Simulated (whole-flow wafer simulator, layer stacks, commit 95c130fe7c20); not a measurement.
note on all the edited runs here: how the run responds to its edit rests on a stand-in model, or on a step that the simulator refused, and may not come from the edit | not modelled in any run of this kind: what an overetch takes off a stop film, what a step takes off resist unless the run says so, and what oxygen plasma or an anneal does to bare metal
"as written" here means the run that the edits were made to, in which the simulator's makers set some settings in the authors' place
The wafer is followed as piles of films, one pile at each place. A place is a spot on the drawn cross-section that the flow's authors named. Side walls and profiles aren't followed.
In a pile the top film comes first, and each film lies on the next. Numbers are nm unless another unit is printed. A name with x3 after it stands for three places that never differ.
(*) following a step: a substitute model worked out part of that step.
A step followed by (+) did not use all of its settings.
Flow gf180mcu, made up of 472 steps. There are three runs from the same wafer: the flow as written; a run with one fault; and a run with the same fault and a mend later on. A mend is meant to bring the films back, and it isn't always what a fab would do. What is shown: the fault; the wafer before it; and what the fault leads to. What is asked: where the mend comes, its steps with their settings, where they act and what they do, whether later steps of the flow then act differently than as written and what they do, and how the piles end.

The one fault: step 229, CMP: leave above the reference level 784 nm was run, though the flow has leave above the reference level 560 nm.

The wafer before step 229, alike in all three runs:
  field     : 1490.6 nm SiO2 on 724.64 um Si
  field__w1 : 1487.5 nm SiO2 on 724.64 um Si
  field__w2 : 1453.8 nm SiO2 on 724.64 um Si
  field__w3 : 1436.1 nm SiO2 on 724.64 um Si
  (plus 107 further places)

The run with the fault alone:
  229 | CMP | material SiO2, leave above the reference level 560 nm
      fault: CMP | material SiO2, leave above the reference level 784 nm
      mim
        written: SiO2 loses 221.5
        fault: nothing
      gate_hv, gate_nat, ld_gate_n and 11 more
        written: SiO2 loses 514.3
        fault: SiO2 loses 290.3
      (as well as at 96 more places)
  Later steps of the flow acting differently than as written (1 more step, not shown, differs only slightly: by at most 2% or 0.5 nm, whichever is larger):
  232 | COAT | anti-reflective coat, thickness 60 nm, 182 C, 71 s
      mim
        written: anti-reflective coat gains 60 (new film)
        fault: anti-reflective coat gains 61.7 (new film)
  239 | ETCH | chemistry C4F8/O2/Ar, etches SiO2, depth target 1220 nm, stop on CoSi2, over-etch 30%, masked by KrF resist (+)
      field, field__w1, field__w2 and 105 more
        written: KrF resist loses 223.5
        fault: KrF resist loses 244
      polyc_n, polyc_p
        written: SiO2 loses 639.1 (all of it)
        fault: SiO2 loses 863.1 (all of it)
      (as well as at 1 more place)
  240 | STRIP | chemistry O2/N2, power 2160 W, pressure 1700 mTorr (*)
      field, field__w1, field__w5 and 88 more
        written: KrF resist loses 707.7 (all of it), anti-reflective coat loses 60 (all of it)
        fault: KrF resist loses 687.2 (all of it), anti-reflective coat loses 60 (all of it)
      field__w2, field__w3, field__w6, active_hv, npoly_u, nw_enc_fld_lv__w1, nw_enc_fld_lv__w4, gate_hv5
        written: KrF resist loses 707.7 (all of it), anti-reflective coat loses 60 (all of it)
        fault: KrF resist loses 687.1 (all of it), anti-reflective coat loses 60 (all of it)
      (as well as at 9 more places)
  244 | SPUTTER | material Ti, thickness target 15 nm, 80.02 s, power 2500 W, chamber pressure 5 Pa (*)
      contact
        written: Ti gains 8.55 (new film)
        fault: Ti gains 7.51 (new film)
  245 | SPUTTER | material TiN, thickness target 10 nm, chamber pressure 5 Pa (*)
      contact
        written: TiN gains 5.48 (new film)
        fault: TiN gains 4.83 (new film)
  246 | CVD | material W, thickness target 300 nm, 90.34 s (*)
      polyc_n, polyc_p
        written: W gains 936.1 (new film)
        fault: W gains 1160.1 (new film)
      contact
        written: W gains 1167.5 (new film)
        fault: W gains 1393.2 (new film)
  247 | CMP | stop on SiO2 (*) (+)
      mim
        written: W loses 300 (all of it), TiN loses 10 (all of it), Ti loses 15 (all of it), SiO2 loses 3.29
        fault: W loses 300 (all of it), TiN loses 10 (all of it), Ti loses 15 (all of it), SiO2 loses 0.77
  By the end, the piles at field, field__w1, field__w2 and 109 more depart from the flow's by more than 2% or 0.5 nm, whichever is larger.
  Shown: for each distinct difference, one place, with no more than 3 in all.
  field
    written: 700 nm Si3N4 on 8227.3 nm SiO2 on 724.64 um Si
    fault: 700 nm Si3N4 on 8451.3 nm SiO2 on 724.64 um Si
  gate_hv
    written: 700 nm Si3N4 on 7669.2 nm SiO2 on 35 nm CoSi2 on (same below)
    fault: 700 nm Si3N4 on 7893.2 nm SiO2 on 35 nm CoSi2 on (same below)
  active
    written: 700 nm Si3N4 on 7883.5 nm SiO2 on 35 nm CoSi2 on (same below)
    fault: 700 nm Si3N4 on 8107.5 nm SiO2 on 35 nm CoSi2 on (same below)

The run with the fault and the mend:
  The mend follows step 237.
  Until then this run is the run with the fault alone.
  237a | STRIP | chemistry O2/N2, power 2160 W, pressure 1700 mTorr (*)
      field, field__w1, field__w5 and 90 more
        KrF resist loses 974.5 (all of it), anti-reflective coat loses 60 (all of it)
      field__w2, field__w3, field__w6, active_hv, nw_enc_fld_lv__w1, nw_enc_fld_lv__w4
        KrF resist loses 974.4 (all of it), anti-reflective coat loses 60 (all of it)
      contact, polyc_n, polyc_p
        anti-reflective coat loses 60 (all of it)
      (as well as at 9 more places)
  237b | CMP | material SiO2, leave above the reference level 560 nm (the flow's step 229, run once more)
      field, field__w1, field__w2 and 107 more
        SiO2 loses 224
      mim
        SiO2 loses 221.5
  237c | HMDS | 120 C, 60 s (the flow's step 231, run once more)
      alters no film at any place that is followed
  237d | COAT | anti-reflective coat, thickness 60 nm, 182 C, 71 s (the flow's step 232, run once more)
      field, field__w1, field__w2 and 108 more
        anti-reflective coat gains 60 (new film)
  237e | COAT | KrF resist, thickness 1000 nm (the flow's step 233, run once more)
      field, field__w1, field__w2 and 108 more
        KrF resist gains 1000 (new film)
  237f | SOFTBAKE | KrF resist (the flow's step 234, run once more)
      alters no film at any place that is followed
  237g | EXPOSE | photomask Contact (the flow's step 235, run once more)
      alters no film at any place that is followed
  237h | PEB | KrF resist, 135 C, 90 s (the flow's step 236, run once more)
      field, field__w1, field__w2 and 108 more
        KrF resist loses 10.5
  237i | DEVELOP | KrF resist, thickness 1000 nm, 60 s (the flow's step 237, run once more)
      field, field__w1, field__w2 and 105 more
        KrF resist loses 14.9
      contact, polyc_n, polyc_p
        KrF resist loses 989.5 (all of it)
  Later steps of the flow that are run all act as written at every place that is followed.
  The piles end the same as the flow's at every place that both follow.
